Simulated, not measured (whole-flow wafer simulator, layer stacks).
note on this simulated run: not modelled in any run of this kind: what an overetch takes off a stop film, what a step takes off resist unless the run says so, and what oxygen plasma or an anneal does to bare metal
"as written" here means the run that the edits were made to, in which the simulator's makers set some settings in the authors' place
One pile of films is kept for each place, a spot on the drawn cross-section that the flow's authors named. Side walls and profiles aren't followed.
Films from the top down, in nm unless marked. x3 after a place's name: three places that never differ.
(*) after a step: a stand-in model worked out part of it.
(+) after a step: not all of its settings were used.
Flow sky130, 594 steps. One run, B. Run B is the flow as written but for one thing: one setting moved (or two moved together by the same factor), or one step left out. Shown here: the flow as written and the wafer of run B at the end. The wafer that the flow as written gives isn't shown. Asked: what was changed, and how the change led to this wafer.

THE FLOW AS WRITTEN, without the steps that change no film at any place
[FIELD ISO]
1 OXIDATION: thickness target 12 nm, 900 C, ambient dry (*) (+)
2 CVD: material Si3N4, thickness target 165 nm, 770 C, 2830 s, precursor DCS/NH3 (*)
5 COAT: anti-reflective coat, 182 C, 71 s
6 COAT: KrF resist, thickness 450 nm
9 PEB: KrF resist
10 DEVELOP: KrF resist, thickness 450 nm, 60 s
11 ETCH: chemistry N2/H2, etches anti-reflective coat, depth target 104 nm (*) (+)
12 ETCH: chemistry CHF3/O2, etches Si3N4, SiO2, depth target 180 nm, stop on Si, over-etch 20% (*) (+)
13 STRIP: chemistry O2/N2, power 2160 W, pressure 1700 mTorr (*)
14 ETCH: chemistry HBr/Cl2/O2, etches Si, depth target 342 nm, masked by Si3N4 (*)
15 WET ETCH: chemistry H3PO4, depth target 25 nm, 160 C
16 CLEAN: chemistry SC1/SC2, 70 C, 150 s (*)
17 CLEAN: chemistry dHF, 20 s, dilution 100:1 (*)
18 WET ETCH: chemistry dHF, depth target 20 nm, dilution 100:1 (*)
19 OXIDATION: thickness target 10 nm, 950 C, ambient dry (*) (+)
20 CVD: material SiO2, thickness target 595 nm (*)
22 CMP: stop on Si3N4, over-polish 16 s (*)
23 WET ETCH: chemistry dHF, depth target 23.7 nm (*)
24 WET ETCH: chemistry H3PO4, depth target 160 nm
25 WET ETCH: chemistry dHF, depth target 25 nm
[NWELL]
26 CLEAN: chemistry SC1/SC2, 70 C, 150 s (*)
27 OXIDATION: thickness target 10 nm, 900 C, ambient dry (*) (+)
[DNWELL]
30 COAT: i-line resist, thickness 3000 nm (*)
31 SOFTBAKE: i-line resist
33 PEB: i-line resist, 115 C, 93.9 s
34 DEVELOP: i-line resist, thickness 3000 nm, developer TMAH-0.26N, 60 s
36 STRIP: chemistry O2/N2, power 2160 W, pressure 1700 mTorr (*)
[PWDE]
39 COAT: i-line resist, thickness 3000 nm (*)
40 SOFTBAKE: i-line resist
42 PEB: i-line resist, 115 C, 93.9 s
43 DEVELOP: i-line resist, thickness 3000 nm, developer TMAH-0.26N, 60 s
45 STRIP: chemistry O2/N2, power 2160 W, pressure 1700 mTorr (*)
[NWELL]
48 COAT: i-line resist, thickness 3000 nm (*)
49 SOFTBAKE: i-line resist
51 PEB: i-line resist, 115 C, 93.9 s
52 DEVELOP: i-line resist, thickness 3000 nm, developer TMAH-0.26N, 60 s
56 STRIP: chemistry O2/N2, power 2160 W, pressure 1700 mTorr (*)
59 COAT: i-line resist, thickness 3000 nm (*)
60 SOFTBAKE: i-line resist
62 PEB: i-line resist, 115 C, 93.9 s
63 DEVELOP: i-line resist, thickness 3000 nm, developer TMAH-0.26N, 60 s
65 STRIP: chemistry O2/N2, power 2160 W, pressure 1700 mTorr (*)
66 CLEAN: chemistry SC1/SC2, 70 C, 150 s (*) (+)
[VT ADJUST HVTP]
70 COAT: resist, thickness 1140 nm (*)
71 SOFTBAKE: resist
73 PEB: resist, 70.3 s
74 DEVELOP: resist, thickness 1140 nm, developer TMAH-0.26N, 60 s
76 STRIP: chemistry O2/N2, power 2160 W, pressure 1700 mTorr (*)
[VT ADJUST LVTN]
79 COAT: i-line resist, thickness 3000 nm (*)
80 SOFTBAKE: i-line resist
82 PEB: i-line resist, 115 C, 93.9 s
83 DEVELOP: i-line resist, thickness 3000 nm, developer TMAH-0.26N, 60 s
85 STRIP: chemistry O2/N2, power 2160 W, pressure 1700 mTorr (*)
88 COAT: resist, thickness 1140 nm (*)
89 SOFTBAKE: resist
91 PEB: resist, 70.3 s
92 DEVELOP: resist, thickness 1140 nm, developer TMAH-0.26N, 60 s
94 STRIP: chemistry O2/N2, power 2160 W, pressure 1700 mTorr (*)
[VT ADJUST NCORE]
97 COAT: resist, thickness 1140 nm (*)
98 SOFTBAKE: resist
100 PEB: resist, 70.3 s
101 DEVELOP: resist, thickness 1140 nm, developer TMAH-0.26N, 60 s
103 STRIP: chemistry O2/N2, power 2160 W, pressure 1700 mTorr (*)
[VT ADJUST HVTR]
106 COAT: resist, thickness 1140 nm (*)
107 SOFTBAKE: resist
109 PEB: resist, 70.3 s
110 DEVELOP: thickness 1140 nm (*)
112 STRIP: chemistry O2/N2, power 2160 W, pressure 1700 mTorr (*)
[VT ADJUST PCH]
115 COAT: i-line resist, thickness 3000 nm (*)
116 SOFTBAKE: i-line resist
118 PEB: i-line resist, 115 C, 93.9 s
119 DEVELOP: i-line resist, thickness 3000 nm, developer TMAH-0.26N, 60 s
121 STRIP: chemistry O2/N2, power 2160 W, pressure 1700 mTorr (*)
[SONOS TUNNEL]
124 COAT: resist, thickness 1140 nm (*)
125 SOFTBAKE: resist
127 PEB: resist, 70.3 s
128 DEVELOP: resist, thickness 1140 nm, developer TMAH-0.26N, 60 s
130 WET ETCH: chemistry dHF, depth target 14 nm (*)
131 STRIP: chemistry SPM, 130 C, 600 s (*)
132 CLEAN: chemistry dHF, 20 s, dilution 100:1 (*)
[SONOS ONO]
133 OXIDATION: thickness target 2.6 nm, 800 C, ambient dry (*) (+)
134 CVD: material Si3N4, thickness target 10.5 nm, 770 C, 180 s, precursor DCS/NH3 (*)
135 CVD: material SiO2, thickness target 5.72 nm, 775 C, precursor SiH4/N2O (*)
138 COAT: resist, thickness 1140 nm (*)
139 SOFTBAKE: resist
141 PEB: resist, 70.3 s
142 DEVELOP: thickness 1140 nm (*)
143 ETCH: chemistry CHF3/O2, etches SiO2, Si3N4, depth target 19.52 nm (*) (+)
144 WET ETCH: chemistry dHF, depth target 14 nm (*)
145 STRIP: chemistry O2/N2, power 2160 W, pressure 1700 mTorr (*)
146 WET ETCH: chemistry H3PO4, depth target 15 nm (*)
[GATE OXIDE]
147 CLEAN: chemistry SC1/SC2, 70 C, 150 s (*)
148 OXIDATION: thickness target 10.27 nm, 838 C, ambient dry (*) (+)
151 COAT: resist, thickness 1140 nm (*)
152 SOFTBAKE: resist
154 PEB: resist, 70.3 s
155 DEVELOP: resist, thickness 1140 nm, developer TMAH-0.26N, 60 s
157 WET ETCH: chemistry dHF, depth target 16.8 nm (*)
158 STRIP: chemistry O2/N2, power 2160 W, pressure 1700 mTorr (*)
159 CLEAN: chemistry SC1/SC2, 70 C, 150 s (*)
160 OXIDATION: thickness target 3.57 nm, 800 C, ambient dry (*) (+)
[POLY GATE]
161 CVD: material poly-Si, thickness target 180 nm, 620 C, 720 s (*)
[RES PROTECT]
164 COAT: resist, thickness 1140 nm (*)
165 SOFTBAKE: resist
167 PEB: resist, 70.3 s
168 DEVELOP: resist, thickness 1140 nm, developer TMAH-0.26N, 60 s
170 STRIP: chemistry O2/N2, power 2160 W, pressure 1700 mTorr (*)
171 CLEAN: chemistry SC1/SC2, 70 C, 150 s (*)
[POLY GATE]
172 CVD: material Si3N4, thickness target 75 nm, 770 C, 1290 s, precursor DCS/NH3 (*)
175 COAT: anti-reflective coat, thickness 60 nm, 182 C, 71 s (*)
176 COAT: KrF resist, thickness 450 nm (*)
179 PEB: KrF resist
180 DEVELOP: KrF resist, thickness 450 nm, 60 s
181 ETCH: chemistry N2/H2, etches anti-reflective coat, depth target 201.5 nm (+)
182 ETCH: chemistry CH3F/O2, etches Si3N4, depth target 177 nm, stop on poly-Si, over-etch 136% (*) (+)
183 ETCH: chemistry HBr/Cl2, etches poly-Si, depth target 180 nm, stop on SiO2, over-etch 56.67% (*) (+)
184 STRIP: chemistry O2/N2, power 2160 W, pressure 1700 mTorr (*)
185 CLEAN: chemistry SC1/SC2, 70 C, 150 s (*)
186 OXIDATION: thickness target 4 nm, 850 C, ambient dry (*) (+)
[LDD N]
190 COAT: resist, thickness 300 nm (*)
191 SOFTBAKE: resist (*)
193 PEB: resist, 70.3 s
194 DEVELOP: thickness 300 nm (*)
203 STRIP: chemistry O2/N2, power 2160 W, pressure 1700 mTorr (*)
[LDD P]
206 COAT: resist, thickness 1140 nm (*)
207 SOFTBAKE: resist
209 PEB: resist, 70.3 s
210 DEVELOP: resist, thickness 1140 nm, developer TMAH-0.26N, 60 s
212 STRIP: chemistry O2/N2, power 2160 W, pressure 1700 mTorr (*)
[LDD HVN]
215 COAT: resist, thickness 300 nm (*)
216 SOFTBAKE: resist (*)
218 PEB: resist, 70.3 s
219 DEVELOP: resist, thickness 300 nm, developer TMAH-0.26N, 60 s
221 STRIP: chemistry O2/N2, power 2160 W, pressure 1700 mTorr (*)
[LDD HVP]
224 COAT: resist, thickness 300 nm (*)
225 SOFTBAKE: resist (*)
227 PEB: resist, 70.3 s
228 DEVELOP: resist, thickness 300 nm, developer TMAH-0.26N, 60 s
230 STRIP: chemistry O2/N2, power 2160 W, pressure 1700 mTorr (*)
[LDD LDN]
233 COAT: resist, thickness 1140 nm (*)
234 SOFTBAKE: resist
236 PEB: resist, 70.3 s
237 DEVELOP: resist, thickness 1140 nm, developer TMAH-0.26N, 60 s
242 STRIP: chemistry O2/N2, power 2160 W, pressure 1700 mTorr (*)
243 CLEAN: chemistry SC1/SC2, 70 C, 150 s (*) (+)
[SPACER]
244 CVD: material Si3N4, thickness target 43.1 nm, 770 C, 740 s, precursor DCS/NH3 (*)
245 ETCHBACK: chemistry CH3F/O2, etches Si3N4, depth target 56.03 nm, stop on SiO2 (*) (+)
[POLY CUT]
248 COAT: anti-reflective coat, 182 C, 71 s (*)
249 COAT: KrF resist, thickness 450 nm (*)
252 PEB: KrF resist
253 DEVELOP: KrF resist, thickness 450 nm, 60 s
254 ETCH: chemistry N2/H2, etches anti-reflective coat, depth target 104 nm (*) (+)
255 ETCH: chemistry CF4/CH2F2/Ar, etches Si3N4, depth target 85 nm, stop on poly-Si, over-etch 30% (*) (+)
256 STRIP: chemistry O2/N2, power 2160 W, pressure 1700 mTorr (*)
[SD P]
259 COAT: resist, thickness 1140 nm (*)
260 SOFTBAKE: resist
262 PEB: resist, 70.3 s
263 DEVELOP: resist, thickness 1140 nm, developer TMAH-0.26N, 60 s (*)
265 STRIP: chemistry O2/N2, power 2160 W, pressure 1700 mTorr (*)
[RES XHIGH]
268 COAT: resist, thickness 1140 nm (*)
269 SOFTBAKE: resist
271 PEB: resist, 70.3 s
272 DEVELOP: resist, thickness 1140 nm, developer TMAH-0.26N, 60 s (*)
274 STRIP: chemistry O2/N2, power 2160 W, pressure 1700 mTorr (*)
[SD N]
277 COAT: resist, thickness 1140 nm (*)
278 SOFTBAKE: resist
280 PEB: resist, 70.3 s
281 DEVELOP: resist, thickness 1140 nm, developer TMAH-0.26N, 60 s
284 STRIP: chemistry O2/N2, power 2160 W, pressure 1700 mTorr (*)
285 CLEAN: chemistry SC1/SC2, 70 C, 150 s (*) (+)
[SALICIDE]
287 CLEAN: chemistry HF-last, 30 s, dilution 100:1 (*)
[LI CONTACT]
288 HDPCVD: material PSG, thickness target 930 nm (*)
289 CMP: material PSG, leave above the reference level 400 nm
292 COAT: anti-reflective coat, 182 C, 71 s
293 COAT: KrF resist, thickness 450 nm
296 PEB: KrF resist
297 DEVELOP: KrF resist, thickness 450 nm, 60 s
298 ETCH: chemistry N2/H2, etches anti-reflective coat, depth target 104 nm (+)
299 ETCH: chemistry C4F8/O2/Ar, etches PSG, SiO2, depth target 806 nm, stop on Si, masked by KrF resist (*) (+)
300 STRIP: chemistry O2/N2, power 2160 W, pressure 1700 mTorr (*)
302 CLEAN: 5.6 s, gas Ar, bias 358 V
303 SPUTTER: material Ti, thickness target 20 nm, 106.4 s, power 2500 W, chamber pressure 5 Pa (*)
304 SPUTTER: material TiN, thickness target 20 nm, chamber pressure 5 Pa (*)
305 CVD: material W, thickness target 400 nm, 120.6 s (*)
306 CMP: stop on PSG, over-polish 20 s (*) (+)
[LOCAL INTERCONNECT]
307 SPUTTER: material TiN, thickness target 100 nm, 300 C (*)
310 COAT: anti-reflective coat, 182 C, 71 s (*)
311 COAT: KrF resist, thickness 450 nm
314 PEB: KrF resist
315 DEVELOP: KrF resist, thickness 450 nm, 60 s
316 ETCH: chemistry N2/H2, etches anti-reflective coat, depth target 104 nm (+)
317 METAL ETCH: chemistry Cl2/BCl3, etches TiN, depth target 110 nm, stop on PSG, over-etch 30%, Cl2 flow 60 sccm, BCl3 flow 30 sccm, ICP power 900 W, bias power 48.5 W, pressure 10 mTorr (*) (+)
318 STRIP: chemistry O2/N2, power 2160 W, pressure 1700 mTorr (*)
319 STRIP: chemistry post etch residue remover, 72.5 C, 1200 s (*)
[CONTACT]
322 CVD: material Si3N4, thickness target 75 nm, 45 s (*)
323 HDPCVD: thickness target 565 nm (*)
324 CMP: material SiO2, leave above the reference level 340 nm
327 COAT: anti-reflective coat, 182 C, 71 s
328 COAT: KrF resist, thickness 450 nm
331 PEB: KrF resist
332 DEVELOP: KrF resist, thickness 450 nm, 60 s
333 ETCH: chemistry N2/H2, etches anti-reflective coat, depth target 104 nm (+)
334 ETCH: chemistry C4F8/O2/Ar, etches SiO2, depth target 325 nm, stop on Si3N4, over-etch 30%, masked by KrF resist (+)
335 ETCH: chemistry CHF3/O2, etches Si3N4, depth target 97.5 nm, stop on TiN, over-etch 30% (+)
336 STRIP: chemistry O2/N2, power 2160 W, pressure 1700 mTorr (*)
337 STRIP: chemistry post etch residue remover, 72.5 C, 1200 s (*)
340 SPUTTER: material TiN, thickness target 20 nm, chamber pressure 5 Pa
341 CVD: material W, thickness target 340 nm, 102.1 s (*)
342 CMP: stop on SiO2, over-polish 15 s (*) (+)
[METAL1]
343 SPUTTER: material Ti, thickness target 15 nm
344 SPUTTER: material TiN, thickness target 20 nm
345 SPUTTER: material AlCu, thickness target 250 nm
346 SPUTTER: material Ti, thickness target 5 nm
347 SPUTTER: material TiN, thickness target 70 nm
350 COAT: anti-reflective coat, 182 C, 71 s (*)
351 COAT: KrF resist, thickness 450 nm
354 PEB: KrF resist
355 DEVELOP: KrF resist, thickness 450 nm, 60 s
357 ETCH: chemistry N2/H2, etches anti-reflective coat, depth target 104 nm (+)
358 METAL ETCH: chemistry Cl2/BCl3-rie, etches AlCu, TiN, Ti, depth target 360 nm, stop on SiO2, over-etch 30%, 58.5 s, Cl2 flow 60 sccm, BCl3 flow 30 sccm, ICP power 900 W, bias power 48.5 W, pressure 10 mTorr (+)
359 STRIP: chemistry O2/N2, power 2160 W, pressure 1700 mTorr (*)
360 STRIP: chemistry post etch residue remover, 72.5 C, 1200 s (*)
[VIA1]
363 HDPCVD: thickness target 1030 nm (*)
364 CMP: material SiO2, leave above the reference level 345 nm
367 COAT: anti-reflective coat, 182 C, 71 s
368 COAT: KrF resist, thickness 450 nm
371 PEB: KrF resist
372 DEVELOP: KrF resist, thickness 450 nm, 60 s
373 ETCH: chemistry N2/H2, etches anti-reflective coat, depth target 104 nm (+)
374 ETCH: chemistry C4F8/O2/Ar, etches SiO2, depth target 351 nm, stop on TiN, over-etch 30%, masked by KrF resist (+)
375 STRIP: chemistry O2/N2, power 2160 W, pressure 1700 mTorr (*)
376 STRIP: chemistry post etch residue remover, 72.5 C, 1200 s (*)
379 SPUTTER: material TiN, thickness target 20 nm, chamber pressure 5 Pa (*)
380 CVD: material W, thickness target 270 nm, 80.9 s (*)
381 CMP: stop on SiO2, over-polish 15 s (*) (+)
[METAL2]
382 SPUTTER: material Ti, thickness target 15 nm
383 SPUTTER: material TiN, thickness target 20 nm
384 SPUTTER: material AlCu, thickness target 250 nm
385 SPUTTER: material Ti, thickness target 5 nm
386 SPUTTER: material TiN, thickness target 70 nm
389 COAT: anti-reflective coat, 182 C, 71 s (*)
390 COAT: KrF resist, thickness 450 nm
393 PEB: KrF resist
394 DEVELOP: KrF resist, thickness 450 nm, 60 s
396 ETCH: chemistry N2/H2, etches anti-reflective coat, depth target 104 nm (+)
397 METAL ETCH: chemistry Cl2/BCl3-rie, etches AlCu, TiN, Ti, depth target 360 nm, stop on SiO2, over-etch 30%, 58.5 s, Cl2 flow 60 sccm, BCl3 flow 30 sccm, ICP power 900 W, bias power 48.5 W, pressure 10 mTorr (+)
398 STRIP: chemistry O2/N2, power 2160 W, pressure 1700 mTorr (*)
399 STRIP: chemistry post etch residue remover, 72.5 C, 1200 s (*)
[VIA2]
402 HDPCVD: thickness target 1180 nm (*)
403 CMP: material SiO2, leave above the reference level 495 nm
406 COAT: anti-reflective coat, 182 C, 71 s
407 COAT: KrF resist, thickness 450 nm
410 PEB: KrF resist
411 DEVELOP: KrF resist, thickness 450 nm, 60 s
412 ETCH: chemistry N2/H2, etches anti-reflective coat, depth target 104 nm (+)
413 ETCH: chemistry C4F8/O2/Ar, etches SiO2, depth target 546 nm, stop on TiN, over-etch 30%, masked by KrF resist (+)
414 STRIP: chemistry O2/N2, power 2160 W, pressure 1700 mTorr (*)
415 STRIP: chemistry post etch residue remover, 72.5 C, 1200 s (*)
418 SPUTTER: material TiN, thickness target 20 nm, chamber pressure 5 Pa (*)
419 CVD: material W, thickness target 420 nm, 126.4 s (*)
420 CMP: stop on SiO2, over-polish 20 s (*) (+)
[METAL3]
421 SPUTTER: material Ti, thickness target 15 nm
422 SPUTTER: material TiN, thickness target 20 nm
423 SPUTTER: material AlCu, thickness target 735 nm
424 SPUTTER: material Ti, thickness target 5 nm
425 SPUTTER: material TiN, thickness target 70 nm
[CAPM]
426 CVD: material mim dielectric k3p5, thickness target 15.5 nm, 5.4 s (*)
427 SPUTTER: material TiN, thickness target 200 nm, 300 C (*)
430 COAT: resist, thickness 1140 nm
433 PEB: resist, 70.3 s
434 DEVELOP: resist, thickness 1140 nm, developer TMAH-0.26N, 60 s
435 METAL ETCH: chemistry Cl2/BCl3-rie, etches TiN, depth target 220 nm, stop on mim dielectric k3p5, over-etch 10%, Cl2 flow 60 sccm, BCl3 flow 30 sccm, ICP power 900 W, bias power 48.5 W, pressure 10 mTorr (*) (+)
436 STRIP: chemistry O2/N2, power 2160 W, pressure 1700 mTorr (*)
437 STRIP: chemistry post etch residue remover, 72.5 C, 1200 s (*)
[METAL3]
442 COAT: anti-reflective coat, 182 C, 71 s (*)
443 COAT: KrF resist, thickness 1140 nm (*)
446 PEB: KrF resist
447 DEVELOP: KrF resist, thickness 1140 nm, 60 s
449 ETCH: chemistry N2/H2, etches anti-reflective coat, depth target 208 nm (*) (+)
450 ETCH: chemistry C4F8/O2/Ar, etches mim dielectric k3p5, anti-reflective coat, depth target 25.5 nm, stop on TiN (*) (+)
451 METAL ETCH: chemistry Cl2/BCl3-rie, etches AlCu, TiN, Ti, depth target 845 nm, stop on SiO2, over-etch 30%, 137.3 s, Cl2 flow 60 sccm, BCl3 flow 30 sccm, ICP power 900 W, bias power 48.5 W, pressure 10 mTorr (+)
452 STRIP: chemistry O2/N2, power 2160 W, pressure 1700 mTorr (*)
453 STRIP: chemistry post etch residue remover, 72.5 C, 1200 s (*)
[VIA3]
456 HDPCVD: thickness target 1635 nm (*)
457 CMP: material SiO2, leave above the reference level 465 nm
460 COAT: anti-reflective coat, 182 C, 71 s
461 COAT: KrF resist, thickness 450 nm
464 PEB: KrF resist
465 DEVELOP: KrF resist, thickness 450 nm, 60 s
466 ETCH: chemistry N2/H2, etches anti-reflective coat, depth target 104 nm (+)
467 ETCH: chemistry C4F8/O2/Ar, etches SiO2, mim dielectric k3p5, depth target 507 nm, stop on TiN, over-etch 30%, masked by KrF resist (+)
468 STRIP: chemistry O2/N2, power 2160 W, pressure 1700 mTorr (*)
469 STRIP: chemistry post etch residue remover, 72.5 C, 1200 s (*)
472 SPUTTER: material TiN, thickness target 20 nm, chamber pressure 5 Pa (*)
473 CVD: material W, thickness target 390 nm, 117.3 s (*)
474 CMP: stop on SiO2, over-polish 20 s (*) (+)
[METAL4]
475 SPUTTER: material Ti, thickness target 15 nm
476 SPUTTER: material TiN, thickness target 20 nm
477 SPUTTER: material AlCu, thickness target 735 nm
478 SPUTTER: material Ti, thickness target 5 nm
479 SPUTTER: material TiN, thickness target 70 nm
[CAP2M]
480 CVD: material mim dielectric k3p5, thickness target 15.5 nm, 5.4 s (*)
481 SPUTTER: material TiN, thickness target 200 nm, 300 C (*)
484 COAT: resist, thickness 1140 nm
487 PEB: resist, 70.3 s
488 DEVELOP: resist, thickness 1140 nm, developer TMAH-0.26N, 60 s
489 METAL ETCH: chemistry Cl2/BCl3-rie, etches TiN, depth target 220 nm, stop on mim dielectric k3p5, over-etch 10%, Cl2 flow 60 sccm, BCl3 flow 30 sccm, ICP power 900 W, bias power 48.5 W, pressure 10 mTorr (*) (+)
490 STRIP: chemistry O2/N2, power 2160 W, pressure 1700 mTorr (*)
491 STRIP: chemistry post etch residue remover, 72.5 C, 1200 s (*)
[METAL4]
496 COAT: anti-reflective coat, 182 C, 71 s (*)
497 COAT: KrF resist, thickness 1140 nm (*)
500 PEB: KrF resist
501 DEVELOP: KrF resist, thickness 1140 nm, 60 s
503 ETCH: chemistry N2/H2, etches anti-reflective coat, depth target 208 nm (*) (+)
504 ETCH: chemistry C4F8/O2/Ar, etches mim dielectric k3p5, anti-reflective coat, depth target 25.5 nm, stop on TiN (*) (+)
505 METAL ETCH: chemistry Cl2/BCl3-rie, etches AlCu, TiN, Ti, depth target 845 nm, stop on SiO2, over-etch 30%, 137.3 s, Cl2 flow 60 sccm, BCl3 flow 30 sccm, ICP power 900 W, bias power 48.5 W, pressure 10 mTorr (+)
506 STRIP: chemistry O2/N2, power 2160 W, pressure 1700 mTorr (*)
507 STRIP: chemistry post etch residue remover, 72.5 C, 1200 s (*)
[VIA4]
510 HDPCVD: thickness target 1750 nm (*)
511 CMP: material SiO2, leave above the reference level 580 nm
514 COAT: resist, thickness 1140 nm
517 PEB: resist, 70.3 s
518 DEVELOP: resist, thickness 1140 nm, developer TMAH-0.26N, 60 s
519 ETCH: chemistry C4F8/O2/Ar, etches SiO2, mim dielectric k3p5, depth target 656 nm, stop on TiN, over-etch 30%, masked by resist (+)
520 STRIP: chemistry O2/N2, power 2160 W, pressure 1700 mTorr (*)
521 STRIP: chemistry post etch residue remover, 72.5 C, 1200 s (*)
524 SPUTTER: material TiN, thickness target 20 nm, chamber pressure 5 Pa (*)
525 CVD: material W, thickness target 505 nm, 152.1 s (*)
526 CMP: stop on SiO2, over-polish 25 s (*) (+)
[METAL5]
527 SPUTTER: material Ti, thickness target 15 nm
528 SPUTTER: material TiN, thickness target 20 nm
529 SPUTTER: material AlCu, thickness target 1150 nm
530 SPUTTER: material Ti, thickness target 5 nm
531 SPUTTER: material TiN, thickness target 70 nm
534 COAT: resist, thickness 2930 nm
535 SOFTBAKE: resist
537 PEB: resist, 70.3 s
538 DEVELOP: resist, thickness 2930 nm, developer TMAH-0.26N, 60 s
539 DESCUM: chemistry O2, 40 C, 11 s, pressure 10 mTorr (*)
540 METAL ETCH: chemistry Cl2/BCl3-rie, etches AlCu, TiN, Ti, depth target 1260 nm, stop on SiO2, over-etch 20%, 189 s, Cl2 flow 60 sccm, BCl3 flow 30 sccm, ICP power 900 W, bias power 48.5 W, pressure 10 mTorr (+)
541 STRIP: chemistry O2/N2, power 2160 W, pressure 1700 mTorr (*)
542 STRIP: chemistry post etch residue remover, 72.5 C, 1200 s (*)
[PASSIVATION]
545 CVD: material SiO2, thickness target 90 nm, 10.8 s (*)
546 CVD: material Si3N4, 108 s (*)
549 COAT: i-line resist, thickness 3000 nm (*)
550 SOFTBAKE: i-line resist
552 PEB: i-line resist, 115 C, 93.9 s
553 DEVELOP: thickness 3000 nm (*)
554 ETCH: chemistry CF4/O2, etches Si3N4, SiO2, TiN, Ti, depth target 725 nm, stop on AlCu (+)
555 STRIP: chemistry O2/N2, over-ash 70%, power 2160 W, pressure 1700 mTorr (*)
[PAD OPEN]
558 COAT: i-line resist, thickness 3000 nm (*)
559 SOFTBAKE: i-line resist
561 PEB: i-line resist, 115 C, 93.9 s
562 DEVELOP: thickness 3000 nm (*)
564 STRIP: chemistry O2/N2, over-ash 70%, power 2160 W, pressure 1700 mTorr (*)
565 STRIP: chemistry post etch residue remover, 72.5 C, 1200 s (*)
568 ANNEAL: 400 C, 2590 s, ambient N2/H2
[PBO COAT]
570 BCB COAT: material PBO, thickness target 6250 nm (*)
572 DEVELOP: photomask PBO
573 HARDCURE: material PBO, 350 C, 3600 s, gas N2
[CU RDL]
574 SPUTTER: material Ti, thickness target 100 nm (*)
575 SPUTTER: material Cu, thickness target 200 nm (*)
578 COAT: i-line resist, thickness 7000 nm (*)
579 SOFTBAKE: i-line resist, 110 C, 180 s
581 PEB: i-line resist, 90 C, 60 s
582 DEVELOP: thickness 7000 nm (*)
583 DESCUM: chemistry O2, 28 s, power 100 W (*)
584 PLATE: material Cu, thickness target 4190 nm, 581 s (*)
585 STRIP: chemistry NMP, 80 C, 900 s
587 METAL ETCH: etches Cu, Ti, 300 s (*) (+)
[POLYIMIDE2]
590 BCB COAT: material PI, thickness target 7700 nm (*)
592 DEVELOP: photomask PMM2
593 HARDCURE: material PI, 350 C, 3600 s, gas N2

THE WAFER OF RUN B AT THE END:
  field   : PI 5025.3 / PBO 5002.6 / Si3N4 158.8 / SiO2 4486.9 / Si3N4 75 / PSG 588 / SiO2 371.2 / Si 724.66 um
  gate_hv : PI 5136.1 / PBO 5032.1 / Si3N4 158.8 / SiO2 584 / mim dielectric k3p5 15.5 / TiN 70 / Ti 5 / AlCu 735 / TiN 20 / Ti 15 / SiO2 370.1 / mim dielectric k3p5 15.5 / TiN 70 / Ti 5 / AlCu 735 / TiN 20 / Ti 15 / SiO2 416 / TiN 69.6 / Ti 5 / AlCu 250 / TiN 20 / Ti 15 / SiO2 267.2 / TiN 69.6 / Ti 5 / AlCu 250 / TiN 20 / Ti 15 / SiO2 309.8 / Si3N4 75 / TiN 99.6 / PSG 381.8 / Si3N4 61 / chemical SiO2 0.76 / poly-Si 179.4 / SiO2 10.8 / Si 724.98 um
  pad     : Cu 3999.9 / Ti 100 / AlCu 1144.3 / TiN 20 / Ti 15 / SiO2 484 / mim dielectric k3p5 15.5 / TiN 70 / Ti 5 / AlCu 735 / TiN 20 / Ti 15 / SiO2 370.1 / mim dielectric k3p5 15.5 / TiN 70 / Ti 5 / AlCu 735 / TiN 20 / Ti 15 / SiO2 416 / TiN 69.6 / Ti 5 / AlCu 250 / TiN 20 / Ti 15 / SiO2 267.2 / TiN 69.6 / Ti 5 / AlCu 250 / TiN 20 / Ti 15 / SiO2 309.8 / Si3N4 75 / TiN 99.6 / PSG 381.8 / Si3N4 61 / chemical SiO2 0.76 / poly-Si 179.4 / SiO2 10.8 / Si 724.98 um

The cause: step 324, CMP: leave above the reference level 388 nm was run, where the flow has leave above the reference level 340 nm.

How the change led to this, step by step:
  324 CMP: material SiO2, leave above the reference level 340 nm
      n_well, p_well, gate_hv and 93 more: SiO2 -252 (as written it would be: SiO2 -300)
      field, active, gate and 88 more: SiO2 -152.4 (as written it would be: SiO2 -200.4)
      (and at 4 more places)
  334 ETCH: chemistry C4F8/O2/Ar, etches SiO2, depth target 325 nm, stop on Si3N4, over-etch 30%, masked by KrF resist (+)
      poly_licon, ndiff_licon, ndiff_licon_cpp, rpo_hd_licon: SiO2 -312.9 (all of it) (as written it would be: SiO2 -264.9 (all of it))
  340 SPUTTER: material TiN, thickness target 20 nm, chamber pressure 5 Pa
      ndiff_licon_cpp, rpo_hd_licon: TiN +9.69 (as written it would be: TiN +10.4)
      ndiff_licon: TiN +9.67 (as written it would be: TiN +10.4)
  341 CVD: material W, thickness target 340 nm, 102.1 s (*)
      ndiff_licon, ndiff_licon_cpp, rpo_hd_licon: W +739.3 (new film) (as written it would be: W +690.5 (new film))
  342 CMP: stop on SiO2, over-polish 15 s (*) (+)
      poly_licon: nothing (as written it would be: W -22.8)
  350 COAT: anti-reflective coat, 182 C, 71 s (*)
      poly_licon: anti-reflective coat +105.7 (new film) (as written it would be: anti-reflective coat +80.5 (new film))
  359 STRIP: chemistry O2/N2, power 2160 W, pressure 1700 mTorr (*)
      poly_licon: KrF resist -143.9 (all of it), anti-reflective coat -105.7 (all of it) (as written it would be: KrF resist -143.9 (all of it), anti-reflective coat -80.5 (all of it))
  364 CMP: material SiO2, leave above the reference level 345 nm
      poly_licon: SiO2 -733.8 (as written it would be: SiO2 -759)
